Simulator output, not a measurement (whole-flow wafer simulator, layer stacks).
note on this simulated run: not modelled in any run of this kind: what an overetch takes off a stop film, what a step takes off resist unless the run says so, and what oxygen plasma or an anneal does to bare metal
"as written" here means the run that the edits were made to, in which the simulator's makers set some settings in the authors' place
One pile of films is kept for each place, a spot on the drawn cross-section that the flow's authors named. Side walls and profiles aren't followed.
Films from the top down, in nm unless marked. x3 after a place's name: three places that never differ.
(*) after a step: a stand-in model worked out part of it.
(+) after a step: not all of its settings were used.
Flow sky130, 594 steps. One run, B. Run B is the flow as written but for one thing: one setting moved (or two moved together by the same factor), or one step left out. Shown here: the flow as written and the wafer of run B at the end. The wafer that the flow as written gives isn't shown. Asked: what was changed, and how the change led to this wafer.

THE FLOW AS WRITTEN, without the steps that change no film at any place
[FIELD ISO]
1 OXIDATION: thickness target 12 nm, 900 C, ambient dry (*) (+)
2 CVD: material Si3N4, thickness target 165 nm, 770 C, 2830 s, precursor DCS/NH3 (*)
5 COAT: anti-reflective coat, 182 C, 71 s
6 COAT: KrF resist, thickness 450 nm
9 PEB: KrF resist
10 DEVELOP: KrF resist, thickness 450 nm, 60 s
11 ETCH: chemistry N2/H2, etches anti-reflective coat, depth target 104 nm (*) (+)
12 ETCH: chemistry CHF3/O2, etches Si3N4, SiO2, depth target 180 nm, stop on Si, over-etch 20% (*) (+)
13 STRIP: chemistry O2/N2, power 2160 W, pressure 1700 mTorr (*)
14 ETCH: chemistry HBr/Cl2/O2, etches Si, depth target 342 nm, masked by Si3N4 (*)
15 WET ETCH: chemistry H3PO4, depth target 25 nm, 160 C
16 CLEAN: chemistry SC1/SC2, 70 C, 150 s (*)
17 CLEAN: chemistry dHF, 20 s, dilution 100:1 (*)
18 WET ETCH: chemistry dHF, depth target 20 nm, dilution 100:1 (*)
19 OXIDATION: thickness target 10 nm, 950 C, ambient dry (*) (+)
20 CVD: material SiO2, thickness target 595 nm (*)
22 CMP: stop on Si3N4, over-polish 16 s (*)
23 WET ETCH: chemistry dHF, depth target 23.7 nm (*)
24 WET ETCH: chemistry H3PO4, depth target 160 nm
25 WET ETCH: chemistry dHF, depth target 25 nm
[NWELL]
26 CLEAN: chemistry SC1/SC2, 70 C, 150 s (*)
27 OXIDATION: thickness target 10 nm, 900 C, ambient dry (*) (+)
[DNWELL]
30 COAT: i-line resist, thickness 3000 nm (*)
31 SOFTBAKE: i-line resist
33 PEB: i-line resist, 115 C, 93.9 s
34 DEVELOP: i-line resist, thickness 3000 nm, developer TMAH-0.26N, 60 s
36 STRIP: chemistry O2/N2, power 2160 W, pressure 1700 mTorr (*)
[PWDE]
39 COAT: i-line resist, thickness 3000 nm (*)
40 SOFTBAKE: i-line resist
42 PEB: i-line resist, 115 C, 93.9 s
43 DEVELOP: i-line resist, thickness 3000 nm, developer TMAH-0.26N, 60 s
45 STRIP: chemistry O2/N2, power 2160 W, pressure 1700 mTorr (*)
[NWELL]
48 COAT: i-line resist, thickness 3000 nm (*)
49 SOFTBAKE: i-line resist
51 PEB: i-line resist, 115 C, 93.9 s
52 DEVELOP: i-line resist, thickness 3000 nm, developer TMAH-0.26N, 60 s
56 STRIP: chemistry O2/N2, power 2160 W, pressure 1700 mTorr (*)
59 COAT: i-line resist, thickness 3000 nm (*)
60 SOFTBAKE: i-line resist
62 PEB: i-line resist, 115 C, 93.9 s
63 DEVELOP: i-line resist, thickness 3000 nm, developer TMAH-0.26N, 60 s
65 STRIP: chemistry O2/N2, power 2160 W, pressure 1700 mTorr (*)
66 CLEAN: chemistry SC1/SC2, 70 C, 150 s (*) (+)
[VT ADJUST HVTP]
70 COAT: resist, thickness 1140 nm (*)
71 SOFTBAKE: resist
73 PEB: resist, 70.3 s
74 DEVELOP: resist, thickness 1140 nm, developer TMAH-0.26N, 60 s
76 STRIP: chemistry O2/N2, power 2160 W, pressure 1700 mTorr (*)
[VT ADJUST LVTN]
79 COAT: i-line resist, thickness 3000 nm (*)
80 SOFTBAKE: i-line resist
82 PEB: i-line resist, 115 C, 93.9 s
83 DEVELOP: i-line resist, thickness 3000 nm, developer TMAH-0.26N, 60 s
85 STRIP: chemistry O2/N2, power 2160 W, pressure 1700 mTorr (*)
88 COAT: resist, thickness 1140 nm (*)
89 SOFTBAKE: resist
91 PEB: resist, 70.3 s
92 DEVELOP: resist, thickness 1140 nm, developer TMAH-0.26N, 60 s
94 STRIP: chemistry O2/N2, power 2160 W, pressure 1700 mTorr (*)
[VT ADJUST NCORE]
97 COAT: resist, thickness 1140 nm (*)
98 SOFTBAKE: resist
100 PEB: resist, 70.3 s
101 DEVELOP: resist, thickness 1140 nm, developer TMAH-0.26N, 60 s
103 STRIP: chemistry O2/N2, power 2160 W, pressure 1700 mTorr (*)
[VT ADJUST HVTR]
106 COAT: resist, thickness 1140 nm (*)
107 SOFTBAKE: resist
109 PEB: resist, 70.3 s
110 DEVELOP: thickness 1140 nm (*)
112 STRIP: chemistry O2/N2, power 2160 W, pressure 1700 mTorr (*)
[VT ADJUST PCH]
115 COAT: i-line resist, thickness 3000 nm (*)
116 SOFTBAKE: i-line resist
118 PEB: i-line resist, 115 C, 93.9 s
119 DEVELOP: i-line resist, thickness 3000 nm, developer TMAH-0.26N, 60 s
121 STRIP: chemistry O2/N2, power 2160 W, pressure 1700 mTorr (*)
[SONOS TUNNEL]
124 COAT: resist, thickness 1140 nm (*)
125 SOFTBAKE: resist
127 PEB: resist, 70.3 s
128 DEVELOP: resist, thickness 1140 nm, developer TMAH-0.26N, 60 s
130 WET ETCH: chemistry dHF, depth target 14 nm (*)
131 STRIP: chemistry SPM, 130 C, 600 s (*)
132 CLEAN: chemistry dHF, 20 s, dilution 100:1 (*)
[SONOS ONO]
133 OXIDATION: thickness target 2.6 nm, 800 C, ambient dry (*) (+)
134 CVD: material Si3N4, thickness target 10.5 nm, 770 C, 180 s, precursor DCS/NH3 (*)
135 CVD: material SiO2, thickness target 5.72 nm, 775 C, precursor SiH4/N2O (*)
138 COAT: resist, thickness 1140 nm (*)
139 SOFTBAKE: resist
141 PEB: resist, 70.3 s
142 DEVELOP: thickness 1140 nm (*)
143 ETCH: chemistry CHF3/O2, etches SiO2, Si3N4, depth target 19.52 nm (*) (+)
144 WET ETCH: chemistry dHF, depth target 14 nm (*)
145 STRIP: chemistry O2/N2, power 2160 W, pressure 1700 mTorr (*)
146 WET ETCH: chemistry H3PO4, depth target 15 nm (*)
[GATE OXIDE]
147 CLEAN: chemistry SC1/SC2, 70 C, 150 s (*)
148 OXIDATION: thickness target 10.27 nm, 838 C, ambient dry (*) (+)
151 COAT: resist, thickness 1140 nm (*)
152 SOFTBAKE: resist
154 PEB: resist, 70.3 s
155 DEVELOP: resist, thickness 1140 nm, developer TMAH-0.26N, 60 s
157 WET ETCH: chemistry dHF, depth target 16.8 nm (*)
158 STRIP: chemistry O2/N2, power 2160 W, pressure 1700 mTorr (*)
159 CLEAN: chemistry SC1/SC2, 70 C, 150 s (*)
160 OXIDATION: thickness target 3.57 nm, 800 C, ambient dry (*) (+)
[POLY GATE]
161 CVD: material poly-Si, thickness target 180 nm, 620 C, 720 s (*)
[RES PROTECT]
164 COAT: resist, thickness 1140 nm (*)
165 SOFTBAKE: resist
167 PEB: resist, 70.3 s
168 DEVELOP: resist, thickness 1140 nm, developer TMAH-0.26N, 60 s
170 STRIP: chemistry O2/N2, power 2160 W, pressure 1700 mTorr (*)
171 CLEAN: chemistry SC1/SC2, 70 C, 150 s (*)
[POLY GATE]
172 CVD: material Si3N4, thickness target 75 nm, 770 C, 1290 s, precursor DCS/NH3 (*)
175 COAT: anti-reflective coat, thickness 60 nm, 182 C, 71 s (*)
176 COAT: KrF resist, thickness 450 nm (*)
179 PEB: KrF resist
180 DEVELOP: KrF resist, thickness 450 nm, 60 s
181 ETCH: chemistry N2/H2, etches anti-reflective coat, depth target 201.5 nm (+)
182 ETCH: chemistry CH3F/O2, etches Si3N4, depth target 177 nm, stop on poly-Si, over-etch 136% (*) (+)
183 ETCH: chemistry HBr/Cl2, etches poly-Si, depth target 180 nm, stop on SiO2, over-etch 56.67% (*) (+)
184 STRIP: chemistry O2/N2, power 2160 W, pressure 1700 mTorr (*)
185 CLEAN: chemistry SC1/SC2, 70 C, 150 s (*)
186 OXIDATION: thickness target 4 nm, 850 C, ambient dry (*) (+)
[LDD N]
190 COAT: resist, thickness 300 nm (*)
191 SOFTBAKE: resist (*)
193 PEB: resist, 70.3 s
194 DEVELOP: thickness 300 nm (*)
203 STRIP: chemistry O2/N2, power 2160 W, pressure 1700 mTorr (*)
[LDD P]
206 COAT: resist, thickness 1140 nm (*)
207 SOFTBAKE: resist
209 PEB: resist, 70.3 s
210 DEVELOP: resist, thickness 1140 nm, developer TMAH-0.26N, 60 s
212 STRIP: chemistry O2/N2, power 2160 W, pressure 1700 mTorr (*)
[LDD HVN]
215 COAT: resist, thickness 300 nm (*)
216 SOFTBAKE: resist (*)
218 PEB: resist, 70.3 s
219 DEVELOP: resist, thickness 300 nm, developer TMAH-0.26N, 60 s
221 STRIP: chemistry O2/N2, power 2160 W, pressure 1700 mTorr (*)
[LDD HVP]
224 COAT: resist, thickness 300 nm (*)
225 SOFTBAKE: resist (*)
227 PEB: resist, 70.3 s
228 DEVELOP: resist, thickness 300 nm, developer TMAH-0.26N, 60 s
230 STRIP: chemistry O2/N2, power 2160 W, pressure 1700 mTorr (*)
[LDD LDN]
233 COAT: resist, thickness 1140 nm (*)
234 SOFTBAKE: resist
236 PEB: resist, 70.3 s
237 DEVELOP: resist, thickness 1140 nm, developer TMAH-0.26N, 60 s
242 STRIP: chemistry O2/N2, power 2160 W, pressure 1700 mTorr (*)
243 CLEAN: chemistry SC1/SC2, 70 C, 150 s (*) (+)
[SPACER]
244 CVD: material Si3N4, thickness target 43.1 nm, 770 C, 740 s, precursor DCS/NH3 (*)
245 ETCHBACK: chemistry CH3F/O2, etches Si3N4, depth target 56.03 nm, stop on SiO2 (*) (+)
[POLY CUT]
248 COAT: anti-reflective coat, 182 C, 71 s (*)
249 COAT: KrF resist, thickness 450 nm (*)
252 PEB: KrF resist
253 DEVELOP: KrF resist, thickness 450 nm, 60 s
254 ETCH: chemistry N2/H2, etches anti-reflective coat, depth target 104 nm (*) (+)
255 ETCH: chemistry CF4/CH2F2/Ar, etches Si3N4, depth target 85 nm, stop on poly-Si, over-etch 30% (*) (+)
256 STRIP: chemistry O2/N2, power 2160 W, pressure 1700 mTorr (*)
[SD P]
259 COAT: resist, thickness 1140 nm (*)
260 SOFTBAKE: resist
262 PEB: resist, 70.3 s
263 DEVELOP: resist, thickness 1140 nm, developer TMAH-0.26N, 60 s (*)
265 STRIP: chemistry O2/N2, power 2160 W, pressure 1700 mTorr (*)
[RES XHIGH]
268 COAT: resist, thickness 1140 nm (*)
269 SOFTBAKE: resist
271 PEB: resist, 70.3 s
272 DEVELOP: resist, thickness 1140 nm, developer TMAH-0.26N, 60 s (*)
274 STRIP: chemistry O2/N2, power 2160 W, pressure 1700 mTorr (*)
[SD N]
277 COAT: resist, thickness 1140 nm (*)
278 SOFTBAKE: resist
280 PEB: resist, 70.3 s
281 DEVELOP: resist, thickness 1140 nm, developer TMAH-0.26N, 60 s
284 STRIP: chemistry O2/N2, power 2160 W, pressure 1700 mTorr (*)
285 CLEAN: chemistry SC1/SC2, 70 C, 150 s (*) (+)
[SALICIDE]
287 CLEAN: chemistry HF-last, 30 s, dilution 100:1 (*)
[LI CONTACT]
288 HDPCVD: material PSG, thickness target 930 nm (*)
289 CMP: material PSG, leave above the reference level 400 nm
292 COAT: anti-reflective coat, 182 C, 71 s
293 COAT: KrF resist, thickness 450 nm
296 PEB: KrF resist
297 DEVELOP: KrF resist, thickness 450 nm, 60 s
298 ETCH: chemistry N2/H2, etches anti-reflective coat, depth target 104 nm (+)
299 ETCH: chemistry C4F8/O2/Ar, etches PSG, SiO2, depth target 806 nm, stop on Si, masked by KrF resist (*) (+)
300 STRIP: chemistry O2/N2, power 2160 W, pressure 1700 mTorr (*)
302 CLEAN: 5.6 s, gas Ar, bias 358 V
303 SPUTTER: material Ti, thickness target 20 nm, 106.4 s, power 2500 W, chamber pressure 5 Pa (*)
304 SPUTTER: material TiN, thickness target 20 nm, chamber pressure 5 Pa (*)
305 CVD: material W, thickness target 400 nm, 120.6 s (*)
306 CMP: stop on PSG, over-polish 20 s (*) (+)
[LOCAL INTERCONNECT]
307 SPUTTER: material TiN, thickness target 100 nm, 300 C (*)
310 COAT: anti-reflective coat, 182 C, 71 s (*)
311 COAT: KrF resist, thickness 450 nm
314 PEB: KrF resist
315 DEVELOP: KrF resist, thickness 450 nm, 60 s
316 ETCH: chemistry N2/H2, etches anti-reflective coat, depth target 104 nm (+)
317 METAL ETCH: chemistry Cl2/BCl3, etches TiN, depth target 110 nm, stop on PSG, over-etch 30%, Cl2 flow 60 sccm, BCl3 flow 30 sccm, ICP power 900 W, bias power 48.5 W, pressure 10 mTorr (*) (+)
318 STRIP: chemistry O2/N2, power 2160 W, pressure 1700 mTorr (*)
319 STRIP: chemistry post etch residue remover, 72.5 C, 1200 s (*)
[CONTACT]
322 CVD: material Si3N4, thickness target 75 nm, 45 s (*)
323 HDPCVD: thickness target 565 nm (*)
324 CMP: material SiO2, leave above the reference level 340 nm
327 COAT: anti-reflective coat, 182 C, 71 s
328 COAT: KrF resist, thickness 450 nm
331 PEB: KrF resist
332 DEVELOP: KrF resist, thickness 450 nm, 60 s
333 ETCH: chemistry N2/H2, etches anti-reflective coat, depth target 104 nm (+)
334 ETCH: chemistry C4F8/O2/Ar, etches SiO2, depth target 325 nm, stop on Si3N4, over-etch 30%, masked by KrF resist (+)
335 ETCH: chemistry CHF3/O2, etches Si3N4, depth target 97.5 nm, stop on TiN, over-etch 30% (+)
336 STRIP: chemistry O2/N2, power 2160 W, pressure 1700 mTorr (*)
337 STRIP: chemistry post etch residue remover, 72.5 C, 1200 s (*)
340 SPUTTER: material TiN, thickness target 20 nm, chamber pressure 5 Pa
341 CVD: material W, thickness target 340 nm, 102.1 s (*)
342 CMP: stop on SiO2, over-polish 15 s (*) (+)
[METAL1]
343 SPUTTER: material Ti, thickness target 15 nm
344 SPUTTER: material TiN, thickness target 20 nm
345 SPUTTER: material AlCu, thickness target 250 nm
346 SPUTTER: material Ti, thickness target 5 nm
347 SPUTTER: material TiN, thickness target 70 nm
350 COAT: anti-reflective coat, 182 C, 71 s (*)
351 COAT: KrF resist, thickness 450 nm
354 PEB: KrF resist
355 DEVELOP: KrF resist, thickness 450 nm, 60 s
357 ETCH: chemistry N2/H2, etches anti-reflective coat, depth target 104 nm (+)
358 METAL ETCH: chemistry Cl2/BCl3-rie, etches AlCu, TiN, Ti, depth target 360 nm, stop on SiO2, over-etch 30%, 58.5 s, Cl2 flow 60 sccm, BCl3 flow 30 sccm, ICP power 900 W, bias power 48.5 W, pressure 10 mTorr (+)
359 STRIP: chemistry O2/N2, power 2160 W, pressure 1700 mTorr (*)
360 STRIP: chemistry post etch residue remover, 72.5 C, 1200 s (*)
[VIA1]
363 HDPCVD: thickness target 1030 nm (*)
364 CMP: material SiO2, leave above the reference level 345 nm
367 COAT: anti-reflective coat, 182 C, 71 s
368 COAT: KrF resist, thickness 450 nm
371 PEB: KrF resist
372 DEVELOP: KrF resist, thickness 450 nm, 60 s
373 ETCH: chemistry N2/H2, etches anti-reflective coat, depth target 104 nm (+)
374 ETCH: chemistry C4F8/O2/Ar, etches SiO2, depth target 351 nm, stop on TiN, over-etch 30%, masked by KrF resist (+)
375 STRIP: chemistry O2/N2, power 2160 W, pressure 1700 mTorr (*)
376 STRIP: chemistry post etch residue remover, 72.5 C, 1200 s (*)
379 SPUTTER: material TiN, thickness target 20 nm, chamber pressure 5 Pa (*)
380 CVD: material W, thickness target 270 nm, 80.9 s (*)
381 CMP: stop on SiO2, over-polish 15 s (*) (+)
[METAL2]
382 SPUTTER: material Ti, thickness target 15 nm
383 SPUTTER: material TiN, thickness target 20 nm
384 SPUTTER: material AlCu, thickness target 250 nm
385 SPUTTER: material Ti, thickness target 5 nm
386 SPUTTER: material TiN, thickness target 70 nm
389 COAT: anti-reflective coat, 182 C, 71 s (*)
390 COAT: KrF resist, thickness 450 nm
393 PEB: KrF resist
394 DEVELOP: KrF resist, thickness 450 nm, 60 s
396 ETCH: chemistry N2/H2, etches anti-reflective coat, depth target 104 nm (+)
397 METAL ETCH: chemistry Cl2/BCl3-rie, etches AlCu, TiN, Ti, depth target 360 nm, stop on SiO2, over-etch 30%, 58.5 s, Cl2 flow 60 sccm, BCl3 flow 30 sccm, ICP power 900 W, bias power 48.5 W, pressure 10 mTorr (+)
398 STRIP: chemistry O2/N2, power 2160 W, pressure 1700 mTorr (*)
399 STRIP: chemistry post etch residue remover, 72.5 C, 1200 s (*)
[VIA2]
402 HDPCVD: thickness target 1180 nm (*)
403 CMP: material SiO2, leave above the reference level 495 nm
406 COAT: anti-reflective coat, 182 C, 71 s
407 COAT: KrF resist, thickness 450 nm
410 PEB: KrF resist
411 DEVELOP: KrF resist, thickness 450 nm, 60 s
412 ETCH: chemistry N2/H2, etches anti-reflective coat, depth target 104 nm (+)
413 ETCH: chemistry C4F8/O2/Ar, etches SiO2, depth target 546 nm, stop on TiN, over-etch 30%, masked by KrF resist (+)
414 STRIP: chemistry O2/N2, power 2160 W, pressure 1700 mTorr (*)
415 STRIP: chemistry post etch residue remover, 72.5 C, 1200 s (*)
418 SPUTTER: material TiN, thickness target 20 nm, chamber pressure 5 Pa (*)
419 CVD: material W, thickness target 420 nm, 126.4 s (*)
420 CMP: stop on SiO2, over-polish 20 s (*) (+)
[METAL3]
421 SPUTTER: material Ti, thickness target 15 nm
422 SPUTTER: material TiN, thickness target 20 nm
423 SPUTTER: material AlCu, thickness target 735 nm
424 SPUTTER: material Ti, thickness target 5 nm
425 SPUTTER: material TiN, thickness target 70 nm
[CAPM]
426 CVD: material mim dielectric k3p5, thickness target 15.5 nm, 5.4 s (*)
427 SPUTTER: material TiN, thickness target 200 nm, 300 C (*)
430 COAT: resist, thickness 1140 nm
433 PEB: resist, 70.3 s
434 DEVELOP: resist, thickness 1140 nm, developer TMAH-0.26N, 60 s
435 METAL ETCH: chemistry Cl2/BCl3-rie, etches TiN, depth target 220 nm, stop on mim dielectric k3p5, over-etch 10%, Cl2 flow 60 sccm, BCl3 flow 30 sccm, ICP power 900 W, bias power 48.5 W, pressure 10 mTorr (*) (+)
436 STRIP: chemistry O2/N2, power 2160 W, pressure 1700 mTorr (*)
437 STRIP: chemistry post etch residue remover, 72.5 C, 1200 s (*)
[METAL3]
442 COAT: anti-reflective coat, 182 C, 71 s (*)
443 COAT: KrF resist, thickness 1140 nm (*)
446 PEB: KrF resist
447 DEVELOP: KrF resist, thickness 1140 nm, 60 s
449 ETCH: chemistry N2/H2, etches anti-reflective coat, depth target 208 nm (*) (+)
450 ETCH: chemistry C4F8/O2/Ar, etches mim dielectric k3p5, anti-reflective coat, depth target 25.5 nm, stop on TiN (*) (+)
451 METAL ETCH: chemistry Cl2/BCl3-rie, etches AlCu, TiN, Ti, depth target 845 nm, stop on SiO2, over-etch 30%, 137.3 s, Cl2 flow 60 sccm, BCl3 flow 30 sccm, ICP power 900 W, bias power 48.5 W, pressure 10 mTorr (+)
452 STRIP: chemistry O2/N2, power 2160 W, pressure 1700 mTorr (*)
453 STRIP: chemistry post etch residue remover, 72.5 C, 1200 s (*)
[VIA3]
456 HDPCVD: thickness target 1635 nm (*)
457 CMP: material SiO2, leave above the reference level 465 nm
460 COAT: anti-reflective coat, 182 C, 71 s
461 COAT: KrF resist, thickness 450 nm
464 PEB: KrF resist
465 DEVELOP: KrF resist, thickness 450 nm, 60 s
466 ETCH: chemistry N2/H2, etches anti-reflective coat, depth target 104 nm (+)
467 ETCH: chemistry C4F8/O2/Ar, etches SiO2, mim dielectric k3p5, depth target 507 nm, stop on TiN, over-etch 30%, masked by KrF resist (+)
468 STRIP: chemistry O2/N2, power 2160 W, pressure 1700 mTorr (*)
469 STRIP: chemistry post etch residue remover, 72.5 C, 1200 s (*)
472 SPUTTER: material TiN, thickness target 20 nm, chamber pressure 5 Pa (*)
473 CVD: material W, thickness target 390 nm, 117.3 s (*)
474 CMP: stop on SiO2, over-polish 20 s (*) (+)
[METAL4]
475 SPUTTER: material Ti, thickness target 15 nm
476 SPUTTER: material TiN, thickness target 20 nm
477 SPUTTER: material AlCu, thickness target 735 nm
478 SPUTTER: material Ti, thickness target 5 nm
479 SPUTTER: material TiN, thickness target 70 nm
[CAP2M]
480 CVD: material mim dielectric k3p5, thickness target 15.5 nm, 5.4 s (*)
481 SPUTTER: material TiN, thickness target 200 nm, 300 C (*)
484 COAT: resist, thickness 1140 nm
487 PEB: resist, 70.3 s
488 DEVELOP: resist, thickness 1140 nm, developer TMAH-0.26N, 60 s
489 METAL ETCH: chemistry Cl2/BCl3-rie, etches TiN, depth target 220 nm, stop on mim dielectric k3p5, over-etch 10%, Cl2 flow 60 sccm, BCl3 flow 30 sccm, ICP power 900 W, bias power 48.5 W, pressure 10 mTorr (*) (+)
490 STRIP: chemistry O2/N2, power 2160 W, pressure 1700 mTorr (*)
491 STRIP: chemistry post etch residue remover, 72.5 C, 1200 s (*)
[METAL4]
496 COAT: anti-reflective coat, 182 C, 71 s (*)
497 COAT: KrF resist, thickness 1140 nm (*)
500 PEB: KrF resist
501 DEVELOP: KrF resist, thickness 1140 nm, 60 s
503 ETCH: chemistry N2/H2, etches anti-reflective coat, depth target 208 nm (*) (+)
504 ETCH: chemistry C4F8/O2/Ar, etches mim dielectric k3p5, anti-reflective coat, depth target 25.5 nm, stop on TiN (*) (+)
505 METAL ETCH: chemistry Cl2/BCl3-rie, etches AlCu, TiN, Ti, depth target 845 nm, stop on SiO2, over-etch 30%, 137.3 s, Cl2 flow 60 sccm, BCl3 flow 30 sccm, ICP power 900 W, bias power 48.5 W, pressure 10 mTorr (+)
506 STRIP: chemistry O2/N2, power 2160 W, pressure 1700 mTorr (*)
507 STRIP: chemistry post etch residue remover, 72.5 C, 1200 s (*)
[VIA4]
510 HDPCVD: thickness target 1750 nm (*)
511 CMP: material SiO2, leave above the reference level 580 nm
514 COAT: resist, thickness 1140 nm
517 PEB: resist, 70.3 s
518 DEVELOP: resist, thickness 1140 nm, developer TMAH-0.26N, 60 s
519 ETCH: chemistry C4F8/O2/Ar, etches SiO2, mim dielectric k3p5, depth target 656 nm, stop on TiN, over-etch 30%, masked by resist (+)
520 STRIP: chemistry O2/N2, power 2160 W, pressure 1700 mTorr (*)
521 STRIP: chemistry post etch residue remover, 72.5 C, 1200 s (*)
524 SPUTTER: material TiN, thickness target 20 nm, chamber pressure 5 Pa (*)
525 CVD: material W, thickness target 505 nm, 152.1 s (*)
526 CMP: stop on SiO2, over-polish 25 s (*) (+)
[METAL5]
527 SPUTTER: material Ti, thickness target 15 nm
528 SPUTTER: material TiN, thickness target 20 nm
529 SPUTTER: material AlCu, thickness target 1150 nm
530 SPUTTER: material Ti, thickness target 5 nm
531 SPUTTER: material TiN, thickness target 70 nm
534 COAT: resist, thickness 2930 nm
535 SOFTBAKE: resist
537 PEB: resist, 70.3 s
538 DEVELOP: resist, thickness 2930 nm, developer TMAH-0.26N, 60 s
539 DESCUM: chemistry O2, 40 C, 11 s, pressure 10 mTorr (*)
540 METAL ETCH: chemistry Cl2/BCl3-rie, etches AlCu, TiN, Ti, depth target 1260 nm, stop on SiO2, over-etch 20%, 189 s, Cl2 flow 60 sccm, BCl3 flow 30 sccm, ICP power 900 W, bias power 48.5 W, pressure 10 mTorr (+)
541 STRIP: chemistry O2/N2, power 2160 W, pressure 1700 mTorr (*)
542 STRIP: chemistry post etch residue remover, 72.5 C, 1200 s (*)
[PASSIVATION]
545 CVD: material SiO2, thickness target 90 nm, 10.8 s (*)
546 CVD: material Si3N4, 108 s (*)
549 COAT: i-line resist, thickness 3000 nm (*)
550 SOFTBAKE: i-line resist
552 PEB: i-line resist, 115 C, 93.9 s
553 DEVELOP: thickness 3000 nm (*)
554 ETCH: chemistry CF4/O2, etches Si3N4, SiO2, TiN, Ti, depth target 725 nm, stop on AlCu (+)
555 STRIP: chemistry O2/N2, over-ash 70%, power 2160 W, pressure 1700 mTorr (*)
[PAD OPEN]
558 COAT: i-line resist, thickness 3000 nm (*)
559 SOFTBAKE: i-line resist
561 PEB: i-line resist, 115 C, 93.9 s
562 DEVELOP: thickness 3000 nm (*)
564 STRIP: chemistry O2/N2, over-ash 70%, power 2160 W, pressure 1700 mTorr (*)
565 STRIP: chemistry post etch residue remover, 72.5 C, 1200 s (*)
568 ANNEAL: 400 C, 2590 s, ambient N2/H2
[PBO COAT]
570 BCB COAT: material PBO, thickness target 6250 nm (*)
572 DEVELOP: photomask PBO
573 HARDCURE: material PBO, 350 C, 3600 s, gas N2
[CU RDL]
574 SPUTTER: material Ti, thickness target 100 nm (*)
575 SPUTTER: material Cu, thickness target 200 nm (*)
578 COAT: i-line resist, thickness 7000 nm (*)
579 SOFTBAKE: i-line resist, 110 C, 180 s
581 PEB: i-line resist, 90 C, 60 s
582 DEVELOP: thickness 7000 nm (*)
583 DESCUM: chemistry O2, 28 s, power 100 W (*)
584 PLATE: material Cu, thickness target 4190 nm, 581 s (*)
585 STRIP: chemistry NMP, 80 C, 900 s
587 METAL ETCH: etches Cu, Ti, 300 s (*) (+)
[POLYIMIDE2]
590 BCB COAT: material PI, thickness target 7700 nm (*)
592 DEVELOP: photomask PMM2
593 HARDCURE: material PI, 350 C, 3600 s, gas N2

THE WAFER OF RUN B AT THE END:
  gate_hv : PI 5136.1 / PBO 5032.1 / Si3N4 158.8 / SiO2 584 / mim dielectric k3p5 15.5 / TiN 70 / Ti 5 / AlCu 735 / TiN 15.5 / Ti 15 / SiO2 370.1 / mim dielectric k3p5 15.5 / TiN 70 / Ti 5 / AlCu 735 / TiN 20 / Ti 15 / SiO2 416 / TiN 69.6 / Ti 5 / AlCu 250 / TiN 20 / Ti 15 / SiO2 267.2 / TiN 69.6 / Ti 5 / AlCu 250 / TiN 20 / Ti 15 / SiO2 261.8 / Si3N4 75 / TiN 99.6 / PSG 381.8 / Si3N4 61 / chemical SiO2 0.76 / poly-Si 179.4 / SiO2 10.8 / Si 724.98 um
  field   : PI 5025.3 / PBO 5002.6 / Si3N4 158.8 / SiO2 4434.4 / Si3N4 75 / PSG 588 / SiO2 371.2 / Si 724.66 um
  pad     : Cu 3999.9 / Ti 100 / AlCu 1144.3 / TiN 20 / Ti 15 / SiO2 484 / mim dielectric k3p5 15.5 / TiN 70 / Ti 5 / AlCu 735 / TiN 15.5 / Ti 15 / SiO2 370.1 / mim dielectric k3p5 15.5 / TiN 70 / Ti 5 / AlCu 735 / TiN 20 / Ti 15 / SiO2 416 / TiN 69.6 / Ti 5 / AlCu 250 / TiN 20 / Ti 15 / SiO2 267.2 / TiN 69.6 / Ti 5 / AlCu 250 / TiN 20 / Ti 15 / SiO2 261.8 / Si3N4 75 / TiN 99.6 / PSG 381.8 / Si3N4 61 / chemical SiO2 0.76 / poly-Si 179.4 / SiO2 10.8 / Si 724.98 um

The cause: step 476, SPUTTER: thickness target 15.5 nm was run, where the flow has thickness target 20 nm.
It can be read off the wafer: gate_hv has TiN 15.5, and step 476 as written asks for 20 nm.

How the change led to this, step by step:
  476 SPUTTER: material TiN, thickness target 20 nm
      field, active, n_well and 189 more: TiN +15.5 (new film) (as written it would be: TiN +20 (new film))
  505 METAL ETCH: chemistry Cl2/BCl3-rie, etches AlCu, TiN, Ti, depth target 845 nm, stop on SiO2, over-etch 30%, 137.3 s, Cl2 flow 60 sccm, BCl3 flow 30 sccm, ICP power 900 W, bias power 48.5 W, pressure 10 mTorr (+)
      field, gate, spacer and 68 more: TiN -70 (all of it), Ti -5 (all of it), AlCu -735 (all of it), TiN -15.5 (all of it), Ti -15 (all of it), SiO2 -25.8 (as written it would be: TiN -70 (all of it), Ti -5 (all of it), AlCu -735 (all of it), TiN -20 (all of it), Ti -15 (all of it), SiO2 -25.4)
      active, vpp_iso1, mim_edge_plate and 14 more: TiN -70 (all of it), Ti -5 (all of it), AlCu -735 (all of it), TiN -15.5 (all of it), Ti -15 (all of it), SiO2 -25.8 (as written it would be: TiN -70 (all of it), Ti -5 (all of it), AlCu -735 (all of it), TiN -20 (all of it), Ti -15 (all of it), SiO2 -25.3)
